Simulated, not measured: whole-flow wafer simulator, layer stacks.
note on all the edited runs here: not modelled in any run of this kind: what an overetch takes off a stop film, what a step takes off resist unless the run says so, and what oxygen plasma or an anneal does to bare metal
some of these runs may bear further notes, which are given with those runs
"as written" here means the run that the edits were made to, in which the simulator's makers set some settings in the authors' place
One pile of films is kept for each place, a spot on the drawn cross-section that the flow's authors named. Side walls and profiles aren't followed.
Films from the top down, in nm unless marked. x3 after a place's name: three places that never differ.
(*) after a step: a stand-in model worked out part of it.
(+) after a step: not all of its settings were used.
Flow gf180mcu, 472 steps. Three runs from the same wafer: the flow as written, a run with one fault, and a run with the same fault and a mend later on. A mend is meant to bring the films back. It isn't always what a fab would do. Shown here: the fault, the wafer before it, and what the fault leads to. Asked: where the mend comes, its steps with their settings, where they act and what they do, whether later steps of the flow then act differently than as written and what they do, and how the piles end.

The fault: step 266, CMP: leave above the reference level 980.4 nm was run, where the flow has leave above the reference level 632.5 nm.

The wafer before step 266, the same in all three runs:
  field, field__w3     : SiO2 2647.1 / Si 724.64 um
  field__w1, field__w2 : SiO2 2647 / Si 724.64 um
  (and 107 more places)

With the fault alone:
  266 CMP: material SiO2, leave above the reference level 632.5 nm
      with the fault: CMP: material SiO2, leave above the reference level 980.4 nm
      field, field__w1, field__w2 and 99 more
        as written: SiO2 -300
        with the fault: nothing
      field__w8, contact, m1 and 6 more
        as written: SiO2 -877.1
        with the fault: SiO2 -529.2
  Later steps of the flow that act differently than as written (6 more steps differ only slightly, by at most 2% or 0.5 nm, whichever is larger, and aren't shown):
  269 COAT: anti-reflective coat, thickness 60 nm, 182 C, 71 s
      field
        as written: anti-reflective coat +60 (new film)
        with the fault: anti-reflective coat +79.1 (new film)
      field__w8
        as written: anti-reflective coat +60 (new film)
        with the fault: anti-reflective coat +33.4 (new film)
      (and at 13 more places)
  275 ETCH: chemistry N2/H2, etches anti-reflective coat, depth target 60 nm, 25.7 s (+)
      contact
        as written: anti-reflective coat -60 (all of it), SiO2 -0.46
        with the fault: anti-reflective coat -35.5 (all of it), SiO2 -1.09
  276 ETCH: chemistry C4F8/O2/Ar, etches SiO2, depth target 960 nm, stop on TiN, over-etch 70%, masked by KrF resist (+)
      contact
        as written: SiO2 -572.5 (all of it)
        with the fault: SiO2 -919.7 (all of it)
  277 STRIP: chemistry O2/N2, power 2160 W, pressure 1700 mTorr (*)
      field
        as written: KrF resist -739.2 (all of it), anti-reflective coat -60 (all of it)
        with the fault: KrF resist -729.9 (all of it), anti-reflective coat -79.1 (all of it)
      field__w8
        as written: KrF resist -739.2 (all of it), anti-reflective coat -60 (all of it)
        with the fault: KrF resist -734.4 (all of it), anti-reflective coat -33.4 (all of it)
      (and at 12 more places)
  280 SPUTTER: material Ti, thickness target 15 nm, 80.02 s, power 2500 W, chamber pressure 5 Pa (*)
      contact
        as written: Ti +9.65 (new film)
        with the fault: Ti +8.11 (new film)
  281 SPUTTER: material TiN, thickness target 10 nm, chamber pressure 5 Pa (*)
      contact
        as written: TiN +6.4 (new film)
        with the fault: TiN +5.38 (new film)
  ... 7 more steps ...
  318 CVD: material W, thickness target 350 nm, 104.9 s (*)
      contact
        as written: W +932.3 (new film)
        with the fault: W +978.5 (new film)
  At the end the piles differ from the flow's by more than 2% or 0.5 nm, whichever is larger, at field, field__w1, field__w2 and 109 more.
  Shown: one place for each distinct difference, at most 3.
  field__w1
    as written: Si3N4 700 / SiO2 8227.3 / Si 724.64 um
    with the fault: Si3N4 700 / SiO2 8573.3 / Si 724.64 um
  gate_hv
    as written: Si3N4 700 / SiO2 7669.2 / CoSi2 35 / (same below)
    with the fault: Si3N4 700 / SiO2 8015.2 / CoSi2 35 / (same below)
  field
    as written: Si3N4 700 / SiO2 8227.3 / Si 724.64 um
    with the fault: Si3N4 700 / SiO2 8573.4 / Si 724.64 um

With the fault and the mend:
  The mend comes after step 266.
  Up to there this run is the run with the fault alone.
  266a CMP: material SiO2, leave above the reference level 632.5 nm (the flow's step 266 once more)
      field, field__w1, field__w2 and 99 more
        SiO2 -300
      field__w8, contact, m1 and 6 more
        SiO2 -347.9
  No later step of the flow acts differently than as written at any place that is followed.
  At the end the piles are the same as the flow's at every place that both follow.
